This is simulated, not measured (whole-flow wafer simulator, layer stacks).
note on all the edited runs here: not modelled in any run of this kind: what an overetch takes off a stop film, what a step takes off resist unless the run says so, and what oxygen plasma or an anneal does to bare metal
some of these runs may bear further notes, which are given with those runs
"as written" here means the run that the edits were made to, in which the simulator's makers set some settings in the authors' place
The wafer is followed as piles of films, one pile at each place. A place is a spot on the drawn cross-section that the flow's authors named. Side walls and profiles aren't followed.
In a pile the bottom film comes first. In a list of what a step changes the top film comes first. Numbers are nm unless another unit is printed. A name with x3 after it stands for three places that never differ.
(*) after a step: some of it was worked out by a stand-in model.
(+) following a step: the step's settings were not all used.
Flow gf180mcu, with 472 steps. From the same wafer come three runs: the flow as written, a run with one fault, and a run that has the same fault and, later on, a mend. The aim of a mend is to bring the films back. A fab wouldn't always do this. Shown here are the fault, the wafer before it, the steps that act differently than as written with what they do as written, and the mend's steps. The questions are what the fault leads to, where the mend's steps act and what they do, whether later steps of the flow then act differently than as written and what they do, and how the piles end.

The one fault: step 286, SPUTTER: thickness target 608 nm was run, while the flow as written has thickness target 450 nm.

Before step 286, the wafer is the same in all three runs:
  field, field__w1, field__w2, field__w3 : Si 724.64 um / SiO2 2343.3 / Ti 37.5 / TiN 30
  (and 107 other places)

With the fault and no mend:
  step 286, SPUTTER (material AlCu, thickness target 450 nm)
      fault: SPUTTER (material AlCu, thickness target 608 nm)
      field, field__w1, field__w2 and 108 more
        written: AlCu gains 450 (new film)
        fault: AlCu gains 608 (new film)
  Steps later in the flow that act otherwise than as written:
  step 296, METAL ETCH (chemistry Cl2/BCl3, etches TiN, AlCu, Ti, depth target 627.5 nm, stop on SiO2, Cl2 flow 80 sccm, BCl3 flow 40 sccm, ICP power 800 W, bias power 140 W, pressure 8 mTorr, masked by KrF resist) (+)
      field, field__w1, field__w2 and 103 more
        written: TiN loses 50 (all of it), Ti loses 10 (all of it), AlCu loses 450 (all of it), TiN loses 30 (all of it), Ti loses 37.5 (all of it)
        fault: TiN loses 50 (all of it), Ti loses 10 (all of it), AlCu loses 567.5
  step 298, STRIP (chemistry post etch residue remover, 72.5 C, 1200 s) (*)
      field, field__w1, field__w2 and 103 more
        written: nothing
        fault: AlCu loses 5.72
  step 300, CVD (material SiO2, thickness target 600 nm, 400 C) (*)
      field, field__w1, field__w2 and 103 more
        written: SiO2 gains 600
        fault: SiO2 gains 600 (new film)
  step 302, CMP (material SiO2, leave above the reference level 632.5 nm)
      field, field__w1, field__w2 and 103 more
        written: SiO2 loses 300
        fault: SiO2 loses 244.3
  At field, field__w1, field__w2 and 109 more, the piles at the end differ from the flow's by more than 2% or 0.5 nm, whichever is larger.
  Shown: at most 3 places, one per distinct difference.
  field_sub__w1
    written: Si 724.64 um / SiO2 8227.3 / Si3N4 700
    fault: Si 724.64 um / SiO2 2343.2 / Ti 37.5 / TiN 30 / AlCu 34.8 / SiO2 5939.7 / Si3N4 700
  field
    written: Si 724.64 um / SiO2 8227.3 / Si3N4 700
    fault: Si 724.64 um / SiO2 2343.3 / Ti 37.5 / TiN 30 / AlCu 34.8 / SiO2 5939.7 / Si3N4 700
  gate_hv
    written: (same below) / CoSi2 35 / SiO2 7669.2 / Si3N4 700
    fault: (same below) / CoSi2 35 / SiO2 1785.1 / Ti 37.5 / TiN 30 / AlCu 34.8 / SiO2 5939.7 / Si3N4 700

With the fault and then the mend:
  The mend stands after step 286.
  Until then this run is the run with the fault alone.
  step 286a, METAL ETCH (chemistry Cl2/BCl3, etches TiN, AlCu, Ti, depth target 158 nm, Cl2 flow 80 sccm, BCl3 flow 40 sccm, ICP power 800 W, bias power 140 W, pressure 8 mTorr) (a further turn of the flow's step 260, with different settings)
      field, field__w1, field__w2 and 108 more
        AlCu loses 158
  None of the later steps of the flow acts differently than as written at any place that is followed.
  At every place that both follow, the piles at the end match the flow's.
